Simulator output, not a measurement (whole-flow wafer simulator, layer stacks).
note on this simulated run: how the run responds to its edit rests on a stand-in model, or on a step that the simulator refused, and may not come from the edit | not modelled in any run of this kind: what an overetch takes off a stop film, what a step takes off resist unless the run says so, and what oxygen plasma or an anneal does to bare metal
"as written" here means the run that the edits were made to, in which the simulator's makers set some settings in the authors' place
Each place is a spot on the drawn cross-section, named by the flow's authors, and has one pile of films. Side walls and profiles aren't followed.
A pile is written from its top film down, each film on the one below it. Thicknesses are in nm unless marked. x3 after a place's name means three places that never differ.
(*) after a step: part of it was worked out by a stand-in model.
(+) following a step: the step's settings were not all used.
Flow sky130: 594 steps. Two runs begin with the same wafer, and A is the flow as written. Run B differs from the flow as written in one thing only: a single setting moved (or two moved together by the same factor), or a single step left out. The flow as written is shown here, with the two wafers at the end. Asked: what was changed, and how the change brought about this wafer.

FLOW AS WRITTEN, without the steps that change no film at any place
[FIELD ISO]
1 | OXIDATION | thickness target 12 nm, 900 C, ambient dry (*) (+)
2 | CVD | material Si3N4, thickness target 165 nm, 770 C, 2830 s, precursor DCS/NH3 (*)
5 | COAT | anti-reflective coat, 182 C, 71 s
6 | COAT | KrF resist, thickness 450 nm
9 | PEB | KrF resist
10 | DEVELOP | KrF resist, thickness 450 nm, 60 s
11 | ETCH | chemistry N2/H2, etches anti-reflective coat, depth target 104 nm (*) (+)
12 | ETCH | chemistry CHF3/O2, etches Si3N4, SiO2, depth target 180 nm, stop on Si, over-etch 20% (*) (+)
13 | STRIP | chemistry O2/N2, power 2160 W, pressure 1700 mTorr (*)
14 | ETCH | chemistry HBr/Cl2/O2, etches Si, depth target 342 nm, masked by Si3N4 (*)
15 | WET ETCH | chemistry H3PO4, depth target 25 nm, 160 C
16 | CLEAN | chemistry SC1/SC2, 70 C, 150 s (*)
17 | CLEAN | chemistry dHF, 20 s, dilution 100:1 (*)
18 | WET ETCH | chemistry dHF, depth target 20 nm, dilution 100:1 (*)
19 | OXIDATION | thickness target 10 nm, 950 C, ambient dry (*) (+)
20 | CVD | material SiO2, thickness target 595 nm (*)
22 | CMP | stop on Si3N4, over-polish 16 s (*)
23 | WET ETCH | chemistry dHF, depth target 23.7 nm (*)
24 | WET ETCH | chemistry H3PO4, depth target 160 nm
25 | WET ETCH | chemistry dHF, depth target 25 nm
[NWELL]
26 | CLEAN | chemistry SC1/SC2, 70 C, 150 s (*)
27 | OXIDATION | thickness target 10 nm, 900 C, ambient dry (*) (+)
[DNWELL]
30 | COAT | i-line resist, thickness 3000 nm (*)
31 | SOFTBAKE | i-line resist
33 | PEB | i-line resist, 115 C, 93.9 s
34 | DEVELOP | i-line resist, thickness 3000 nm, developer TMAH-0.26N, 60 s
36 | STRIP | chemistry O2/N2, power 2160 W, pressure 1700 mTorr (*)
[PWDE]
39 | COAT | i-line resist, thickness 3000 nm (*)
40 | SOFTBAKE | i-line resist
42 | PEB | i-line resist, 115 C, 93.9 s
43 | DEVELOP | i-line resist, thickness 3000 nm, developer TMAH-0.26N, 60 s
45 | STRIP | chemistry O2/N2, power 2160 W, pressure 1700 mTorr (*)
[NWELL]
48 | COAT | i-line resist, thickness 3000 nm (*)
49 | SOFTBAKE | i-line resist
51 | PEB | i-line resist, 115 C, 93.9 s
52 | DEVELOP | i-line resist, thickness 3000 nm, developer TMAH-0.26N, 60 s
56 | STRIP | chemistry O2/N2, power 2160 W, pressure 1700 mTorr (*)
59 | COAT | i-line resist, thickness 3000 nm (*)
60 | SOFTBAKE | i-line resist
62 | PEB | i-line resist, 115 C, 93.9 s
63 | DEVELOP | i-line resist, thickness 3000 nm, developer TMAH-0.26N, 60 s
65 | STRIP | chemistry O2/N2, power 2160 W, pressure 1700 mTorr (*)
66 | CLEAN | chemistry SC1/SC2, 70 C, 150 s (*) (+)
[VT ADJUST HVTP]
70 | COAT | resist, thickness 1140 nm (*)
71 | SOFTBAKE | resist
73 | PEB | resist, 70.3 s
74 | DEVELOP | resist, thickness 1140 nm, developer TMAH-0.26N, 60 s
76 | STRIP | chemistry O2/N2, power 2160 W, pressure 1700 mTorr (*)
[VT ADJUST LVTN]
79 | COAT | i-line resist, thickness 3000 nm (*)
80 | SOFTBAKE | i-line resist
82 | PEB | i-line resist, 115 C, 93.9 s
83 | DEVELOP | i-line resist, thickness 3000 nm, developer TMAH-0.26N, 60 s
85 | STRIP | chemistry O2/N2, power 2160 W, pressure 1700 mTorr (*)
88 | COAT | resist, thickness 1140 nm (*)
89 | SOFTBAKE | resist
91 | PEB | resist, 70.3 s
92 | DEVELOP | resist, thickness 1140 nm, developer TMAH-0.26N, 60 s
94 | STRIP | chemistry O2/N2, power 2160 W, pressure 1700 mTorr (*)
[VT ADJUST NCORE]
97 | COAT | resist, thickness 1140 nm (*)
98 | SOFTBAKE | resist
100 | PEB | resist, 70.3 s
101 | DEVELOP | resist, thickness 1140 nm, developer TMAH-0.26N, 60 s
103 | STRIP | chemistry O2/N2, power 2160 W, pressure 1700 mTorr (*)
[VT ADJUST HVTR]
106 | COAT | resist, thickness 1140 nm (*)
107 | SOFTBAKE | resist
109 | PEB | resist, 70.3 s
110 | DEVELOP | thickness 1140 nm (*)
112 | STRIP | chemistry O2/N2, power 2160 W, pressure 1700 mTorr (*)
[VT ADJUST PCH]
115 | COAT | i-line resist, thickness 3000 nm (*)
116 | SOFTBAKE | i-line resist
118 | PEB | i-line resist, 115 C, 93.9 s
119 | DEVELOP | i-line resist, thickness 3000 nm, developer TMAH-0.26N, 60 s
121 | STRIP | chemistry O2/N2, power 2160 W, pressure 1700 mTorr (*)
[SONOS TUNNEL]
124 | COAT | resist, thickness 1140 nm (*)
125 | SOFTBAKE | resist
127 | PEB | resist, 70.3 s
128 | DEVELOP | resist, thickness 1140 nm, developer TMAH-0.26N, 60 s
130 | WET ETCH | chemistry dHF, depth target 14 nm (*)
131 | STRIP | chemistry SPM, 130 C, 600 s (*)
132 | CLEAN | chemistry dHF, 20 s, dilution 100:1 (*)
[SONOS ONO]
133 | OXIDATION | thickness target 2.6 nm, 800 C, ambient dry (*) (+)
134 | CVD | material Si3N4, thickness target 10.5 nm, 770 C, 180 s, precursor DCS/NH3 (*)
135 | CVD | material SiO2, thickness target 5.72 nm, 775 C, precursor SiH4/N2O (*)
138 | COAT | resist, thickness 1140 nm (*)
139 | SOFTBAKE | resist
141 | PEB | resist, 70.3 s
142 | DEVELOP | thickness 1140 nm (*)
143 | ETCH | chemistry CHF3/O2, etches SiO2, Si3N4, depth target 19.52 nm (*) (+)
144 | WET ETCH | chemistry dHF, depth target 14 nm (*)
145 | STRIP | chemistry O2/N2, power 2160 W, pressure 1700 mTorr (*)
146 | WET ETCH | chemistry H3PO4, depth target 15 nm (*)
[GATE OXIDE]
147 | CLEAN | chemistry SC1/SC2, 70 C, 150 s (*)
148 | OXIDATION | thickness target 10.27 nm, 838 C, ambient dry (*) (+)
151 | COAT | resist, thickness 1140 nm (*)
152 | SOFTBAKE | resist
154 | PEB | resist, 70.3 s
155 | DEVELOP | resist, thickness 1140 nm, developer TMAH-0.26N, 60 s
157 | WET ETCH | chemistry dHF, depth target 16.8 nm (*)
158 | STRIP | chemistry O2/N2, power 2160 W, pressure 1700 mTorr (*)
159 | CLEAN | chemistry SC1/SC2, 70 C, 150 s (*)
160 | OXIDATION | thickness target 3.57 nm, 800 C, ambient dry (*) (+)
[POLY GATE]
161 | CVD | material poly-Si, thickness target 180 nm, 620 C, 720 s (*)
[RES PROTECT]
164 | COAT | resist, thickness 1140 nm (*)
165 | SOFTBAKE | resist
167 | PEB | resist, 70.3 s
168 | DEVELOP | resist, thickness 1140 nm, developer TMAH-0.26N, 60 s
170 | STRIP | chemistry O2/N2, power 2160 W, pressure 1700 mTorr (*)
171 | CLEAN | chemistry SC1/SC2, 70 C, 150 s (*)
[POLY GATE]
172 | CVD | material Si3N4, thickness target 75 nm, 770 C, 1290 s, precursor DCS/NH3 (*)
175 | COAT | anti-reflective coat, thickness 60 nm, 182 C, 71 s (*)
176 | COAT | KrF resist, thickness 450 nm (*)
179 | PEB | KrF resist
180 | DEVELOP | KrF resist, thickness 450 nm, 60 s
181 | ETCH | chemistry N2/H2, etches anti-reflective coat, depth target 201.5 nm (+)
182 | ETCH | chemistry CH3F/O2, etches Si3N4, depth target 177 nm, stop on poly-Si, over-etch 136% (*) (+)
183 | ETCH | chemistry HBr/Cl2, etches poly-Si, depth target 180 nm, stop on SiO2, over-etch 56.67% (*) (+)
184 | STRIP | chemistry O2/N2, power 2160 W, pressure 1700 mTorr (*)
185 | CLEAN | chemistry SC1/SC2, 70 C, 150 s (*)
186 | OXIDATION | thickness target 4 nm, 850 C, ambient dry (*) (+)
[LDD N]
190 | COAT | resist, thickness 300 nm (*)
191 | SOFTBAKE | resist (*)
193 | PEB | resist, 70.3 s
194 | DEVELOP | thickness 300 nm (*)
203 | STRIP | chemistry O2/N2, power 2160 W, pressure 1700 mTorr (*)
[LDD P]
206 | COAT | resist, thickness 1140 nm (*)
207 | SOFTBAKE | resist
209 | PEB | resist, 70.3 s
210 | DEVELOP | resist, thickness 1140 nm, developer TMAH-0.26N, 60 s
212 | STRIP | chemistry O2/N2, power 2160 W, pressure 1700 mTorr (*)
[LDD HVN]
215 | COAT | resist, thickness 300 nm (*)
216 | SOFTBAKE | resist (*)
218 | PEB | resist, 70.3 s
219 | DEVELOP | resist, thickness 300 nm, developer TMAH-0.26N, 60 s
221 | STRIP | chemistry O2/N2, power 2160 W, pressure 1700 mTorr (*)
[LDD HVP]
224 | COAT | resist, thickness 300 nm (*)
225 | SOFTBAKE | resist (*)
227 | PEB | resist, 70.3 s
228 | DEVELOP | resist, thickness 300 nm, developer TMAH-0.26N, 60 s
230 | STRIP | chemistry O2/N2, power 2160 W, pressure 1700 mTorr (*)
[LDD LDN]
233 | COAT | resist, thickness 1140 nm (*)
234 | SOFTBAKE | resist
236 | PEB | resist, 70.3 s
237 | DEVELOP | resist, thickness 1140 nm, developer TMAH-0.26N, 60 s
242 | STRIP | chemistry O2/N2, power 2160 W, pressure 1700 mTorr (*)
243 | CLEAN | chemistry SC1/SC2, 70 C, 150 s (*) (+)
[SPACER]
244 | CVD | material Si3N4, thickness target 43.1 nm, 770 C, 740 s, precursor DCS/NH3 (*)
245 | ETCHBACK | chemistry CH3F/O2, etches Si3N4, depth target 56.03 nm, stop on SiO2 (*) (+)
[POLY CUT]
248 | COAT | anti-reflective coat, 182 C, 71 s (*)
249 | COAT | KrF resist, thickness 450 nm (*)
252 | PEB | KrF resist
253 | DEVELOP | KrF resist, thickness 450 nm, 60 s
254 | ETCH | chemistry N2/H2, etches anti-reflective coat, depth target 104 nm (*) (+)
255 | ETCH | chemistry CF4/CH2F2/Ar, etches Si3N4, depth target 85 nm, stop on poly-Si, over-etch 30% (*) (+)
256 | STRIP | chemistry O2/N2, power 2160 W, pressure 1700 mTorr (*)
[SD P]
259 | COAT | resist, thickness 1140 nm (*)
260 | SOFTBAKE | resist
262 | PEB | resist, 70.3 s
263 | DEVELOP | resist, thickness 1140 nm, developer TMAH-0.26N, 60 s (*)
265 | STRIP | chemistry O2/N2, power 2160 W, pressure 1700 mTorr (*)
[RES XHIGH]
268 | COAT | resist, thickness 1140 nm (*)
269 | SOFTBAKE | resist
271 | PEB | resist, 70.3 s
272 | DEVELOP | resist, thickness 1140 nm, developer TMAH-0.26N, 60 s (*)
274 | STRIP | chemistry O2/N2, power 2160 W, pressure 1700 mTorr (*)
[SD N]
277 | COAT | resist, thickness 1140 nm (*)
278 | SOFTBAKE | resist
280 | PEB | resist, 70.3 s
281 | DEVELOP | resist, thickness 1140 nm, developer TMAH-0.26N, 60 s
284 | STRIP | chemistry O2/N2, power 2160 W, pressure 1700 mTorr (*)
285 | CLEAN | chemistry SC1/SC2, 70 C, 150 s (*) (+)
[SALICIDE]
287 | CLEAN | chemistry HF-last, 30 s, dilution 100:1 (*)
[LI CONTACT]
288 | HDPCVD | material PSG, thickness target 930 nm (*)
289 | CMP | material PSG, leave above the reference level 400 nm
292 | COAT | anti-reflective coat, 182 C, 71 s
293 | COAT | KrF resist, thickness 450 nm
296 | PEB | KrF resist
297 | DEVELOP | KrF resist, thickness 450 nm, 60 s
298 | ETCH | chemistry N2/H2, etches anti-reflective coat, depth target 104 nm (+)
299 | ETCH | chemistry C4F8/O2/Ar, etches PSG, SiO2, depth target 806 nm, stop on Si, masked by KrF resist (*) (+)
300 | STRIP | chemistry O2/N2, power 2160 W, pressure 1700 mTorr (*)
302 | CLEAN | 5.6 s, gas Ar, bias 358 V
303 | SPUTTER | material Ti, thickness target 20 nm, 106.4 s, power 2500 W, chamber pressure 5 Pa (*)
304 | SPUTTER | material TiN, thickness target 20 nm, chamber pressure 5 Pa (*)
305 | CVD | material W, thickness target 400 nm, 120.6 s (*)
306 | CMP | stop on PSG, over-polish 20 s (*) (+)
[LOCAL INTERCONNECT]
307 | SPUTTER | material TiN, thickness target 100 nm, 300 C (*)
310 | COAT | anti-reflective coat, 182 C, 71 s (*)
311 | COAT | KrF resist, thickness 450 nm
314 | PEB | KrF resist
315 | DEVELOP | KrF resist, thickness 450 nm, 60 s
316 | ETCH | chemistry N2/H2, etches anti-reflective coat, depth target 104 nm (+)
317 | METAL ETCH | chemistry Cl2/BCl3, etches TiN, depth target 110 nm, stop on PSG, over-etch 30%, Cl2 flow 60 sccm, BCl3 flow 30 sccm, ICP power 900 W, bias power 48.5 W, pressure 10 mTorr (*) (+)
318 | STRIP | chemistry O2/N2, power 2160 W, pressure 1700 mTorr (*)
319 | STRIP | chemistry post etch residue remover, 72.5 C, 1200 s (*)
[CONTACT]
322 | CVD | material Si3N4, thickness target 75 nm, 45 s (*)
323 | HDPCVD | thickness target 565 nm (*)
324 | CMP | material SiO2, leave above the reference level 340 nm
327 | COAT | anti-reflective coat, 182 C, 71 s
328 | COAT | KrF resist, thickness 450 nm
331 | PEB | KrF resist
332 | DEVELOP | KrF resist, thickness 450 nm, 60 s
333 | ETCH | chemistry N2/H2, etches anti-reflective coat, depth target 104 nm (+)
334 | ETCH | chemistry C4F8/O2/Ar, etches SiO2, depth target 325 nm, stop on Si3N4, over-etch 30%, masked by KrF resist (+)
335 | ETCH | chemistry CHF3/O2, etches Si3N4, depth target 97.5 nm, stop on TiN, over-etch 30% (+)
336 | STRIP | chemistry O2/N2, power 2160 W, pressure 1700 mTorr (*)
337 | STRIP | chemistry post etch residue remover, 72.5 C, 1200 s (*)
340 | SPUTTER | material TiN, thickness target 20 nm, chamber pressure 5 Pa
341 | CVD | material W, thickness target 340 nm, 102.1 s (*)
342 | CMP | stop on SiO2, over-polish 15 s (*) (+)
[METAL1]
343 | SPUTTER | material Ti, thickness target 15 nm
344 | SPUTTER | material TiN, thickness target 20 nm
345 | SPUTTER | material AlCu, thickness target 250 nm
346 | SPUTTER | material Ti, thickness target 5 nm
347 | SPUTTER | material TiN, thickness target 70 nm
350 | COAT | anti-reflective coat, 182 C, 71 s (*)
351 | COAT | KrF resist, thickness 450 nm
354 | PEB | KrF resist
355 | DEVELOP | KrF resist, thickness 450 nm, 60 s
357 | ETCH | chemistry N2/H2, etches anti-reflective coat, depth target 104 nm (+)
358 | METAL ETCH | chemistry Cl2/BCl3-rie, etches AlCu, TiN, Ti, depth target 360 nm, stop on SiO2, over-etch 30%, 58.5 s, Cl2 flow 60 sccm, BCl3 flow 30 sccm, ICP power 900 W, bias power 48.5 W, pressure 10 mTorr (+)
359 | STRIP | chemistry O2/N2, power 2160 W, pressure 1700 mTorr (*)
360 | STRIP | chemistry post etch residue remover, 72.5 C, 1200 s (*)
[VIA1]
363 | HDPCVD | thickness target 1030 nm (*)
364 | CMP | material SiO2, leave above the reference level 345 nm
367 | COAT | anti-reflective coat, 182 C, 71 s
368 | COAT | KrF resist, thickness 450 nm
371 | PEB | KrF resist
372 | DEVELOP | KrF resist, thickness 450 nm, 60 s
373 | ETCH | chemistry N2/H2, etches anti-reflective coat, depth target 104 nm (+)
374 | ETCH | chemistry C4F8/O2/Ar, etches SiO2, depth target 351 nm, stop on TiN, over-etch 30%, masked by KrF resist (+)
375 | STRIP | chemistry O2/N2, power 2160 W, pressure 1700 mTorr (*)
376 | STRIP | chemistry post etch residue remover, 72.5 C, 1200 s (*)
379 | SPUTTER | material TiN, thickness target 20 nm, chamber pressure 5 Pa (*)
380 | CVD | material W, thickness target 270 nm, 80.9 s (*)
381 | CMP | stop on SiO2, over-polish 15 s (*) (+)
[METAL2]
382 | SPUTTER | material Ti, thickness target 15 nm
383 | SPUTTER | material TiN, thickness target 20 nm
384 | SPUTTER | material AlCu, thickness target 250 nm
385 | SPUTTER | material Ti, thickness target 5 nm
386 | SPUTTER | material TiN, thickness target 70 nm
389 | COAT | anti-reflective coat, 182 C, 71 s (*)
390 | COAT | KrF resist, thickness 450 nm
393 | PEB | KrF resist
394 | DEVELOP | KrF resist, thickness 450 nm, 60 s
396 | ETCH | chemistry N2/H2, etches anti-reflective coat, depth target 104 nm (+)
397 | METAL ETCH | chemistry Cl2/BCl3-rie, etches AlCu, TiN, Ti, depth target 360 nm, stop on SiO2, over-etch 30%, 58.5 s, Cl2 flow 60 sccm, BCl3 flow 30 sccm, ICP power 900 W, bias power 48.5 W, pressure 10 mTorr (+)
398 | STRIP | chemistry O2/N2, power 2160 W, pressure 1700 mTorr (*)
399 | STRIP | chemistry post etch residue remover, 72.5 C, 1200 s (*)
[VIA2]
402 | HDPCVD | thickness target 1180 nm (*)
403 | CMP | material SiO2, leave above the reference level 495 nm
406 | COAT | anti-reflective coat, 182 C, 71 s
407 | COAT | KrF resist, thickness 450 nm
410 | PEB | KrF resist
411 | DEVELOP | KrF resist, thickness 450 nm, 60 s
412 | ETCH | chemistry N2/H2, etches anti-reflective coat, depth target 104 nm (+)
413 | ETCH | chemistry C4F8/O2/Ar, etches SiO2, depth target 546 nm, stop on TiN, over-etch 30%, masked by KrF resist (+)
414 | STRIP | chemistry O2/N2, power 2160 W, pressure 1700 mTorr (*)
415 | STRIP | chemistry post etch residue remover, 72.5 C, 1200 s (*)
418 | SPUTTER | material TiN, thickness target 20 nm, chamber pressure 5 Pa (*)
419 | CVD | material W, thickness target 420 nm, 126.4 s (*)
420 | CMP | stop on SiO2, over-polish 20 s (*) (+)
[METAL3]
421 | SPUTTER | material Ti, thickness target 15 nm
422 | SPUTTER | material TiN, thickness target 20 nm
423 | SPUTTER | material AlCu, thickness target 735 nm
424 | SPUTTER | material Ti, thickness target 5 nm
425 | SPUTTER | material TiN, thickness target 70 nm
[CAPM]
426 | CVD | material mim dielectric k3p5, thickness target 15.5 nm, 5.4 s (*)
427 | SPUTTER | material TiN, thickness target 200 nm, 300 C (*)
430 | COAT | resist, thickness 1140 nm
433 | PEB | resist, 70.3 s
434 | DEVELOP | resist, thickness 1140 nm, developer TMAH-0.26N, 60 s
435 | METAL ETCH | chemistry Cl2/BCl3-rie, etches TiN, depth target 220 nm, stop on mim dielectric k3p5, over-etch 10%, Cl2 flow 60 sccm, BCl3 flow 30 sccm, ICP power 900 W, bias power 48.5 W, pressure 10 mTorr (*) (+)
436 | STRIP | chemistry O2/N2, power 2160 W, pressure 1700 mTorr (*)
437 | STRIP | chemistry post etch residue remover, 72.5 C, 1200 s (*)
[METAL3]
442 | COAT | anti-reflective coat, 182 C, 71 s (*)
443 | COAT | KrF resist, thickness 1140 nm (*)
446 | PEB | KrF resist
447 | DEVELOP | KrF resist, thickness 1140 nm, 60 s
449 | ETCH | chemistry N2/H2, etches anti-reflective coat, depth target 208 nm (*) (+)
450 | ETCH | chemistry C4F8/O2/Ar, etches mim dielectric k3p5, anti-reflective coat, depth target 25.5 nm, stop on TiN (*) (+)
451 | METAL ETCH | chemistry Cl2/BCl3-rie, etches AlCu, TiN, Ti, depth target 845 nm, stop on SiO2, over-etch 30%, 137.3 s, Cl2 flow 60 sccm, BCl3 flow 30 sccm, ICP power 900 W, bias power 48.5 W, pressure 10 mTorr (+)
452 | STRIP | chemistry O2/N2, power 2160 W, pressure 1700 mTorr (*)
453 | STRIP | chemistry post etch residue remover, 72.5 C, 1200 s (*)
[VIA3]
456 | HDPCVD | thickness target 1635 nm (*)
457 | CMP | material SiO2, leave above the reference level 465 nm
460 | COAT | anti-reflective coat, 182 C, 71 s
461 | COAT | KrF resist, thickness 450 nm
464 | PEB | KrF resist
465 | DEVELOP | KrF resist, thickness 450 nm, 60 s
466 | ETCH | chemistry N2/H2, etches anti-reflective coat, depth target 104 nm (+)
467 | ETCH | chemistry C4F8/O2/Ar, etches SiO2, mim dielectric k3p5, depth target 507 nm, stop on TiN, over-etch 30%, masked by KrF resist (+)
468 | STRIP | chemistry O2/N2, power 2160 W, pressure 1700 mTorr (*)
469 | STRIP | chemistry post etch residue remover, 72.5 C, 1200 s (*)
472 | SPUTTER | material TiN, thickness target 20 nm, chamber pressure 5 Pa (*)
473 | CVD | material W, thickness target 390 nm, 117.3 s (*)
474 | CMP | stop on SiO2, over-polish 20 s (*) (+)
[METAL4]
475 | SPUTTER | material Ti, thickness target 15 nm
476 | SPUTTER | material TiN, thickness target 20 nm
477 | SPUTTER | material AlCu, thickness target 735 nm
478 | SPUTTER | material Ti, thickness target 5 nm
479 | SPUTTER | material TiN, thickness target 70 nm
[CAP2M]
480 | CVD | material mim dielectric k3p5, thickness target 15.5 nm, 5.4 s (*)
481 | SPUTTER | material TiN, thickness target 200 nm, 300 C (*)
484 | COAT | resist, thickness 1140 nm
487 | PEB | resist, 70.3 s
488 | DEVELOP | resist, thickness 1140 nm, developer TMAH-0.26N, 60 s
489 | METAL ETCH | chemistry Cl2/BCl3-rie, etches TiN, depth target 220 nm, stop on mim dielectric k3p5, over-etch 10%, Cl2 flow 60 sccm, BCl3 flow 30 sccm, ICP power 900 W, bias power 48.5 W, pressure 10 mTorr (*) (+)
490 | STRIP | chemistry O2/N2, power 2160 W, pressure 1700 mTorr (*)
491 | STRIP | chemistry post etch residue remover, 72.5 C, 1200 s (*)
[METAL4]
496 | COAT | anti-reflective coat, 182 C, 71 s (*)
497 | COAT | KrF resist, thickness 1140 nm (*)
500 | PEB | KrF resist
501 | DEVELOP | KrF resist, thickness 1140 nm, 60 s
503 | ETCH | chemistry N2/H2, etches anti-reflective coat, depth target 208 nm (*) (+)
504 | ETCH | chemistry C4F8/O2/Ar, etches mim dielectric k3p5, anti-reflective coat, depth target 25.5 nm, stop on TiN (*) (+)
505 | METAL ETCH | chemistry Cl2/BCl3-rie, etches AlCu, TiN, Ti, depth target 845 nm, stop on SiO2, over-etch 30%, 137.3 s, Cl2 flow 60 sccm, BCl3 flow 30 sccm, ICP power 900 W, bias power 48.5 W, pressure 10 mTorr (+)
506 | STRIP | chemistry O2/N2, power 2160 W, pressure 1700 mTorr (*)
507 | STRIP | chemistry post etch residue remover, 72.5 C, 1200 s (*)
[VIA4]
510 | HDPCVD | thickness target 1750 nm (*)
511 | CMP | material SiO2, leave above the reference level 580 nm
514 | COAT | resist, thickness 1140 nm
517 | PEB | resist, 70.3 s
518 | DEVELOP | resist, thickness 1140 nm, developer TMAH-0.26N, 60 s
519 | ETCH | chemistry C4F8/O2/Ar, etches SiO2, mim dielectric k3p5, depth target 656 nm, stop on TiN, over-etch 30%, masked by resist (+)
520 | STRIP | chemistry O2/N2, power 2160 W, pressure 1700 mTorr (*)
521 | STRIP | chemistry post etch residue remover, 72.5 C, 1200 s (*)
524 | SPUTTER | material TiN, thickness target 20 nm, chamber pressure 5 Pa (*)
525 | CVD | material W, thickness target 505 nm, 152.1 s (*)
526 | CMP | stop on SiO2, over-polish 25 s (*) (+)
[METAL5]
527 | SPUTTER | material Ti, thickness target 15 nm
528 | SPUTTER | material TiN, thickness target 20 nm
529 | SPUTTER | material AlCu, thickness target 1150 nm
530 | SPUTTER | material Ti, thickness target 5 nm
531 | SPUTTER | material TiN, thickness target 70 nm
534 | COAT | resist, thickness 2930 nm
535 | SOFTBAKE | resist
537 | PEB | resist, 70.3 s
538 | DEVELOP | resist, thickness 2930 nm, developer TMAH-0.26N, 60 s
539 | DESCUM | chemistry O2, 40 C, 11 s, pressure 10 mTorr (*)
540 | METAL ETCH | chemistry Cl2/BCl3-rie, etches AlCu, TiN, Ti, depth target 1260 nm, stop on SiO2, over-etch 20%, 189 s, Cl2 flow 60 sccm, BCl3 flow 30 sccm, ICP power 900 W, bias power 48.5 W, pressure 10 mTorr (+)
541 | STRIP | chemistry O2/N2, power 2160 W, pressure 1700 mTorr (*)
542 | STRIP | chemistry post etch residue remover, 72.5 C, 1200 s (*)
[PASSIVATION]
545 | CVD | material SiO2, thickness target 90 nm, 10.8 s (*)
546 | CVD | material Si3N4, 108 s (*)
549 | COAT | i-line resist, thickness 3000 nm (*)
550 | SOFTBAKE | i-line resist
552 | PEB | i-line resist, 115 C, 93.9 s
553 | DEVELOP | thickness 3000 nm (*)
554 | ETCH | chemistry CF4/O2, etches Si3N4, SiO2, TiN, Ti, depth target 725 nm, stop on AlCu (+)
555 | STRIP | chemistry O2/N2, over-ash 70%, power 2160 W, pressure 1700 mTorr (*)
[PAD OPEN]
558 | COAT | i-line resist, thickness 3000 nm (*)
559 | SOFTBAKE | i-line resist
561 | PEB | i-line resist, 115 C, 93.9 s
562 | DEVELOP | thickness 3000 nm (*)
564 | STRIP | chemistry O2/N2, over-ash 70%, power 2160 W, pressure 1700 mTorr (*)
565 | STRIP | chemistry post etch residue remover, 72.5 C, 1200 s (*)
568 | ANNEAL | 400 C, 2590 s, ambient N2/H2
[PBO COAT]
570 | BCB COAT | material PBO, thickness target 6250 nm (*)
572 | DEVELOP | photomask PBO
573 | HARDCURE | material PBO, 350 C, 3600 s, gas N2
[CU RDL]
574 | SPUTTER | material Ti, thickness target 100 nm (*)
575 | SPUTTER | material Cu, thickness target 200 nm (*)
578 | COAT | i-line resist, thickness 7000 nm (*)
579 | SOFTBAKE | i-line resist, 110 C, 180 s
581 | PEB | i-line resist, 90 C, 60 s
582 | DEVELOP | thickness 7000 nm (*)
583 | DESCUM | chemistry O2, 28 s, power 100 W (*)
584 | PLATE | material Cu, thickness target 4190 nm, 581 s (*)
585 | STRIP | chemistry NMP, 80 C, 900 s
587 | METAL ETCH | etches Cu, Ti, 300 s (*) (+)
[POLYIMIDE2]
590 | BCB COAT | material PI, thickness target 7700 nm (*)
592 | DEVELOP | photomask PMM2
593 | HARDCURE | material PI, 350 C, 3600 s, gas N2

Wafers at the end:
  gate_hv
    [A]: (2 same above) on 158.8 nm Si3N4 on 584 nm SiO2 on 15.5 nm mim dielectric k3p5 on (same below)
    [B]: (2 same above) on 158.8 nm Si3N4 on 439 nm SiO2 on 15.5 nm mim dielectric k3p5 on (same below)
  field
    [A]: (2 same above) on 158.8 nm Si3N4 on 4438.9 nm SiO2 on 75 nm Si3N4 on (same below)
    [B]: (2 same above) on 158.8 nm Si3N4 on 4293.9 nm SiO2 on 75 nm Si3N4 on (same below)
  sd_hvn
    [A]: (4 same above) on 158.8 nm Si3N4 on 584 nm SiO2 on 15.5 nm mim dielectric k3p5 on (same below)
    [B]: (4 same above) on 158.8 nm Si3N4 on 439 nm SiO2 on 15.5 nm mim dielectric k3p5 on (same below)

Cause: step 511, CMP: leave above the reference level 435 nm was run, whereas the flow has leave above the reference level 580 nm.

The path from the change to this, step by step:
  511 | CMP | material SiO2, leave above the reference level 580 nm
      n_well, p_well, gate_hv and 99 more: A -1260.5 SiO2 | B -1405.5 SiO2
      field, active, gate and 77 more: A -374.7 SiO2 | B -519.7 SiO2
      (and at 11 other places as well)
  519 | ETCH | chemistry C4F8/O2/Ar, etches SiO2, mim dielectric k3p5, depth target 656 nm, stop on TiN, over-etch 30%, masked by resist (+)
      field, active, n_well and 188 more: A -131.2 resist | B -93.8 resist
      m1: A -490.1 SiO2 (all of it), -15.5 mim dielectric k3p5 (all of it) | B -345.1 SiO2 (all of it), -15.5 mim dielectric k3p5 (all of it)
      (and at 1 other place as well)
  520 | STRIP | chemistry O2/N2, power 2160 W, pressure 1700 mTorr (*)
      field, active, n_well and 188 more: A -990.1 resist (all of it) | B -1027.5 resist (all of it)
  524 | SPUTTER | material TiN, thickness target 20 nm, chamber pressure 5 Pa (*)
      m1, via4_hole: A +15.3 TiN | B +16.3 TiN
  525 | CVD | material W, thickness target 505 nm, 152.1 s (*)
      m1: A +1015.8 W (new film) | B +673 W (new film)
      via4_hole: A +1015.2 W (new film) | B +674.1 W (new film)
  526 | CMP | stop on SiO2, over-polish 25 s (*) (+)
      m1: A -532.7 W | B -335.9 W
      via4_hole: A -532.7 W | B -337.6 W
